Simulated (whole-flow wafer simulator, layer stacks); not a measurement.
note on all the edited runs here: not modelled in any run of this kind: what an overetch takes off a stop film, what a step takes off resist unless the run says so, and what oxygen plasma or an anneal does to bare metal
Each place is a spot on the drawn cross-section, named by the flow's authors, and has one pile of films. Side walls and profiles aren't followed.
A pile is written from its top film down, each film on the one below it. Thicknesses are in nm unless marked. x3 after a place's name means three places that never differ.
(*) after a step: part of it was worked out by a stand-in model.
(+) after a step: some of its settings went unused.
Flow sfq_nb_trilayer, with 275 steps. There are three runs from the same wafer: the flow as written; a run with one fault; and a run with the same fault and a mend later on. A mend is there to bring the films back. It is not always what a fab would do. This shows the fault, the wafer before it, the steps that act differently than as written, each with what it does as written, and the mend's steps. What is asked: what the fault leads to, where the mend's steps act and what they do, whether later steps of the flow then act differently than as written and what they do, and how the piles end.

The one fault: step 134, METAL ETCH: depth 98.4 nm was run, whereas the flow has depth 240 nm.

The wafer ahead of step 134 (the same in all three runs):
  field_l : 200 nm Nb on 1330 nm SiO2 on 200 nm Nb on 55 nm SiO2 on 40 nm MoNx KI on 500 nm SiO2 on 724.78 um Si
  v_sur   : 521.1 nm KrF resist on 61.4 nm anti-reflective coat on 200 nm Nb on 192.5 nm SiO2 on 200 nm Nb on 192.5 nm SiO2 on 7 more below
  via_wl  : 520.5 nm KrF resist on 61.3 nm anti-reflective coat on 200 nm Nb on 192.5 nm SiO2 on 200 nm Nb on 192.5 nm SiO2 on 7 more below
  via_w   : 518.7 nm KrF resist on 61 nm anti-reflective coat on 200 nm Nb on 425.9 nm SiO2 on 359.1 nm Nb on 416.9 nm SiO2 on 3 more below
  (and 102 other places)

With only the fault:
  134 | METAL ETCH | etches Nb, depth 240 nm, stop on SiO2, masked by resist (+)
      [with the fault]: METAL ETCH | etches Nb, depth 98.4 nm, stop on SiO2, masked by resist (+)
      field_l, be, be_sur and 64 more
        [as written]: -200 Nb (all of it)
        [with the fault]: -98.4 Nb
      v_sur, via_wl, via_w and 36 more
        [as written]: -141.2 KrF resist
        [with the fault]: -57.9 KrF resist
  Steps later in the flow that act otherwise than as written:
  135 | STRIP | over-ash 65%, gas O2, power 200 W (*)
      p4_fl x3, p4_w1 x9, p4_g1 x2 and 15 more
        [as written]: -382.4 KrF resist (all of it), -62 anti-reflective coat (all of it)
        [with the fault]: -465.7 KrF resist (all of it), -62 anti-reflective coat (all of it)
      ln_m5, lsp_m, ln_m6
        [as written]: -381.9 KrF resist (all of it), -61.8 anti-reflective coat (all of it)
        [with the fault]: -465.2 KrF resist (all of it), -61.8 anti-reflective coat (all of it)
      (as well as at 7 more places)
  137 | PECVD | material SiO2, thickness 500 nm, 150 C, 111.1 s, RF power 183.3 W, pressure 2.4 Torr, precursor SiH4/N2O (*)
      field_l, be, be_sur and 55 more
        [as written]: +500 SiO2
        [with the fault]: +500 SiO2 (new film)
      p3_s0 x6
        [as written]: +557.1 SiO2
        [with the fault]: +500 SiO2 (new film)
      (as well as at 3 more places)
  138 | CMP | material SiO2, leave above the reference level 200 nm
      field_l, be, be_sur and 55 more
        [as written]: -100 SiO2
        [with the fault]: -201.6 SiO2
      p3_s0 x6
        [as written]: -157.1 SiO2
        [with the fault]: -201.6 SiO2
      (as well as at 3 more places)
  The piles end different from the flow's at field_l, be, be_sur and 64 more by more than 2% or 0.5 nm, whichever is larger.
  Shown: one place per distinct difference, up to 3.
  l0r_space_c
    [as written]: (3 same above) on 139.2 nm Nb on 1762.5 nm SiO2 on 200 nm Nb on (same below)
    [with the fault]: (3 same above) on 139.2 nm Nb on 290.9 nm SiO2 on 101.6 nm Nb on 1370 nm SiO2 on 200 nm Nb on (same below)
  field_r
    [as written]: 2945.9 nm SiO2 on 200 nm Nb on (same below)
    [with the fault]: 1474.3 nm SiO2 on 101.6 nm Nb on 1370 nm SiO2 on 200 nm Nb on (same below)
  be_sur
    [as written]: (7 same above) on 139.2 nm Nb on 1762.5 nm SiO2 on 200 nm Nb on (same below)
    [with the fault]: (7 same above) on 139.2 nm Nb on 290.9 nm SiO2 on 101.6 nm Nb on 1370 nm SiO2 on 200 nm Nb on (same below)

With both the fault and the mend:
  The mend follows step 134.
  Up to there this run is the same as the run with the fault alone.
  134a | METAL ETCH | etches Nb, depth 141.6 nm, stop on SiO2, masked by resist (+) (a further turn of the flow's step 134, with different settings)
      field_l, be, be_sur and 64 more
        -101.6 Nb (all of it)
      v_sur, via_wl, via_w and 36 more
        -83.3 KrF resist
  None of the later steps of the flow acts differently than as written at any place that is followed.
  By the end, the piles equal the flow's at every place that both follow.
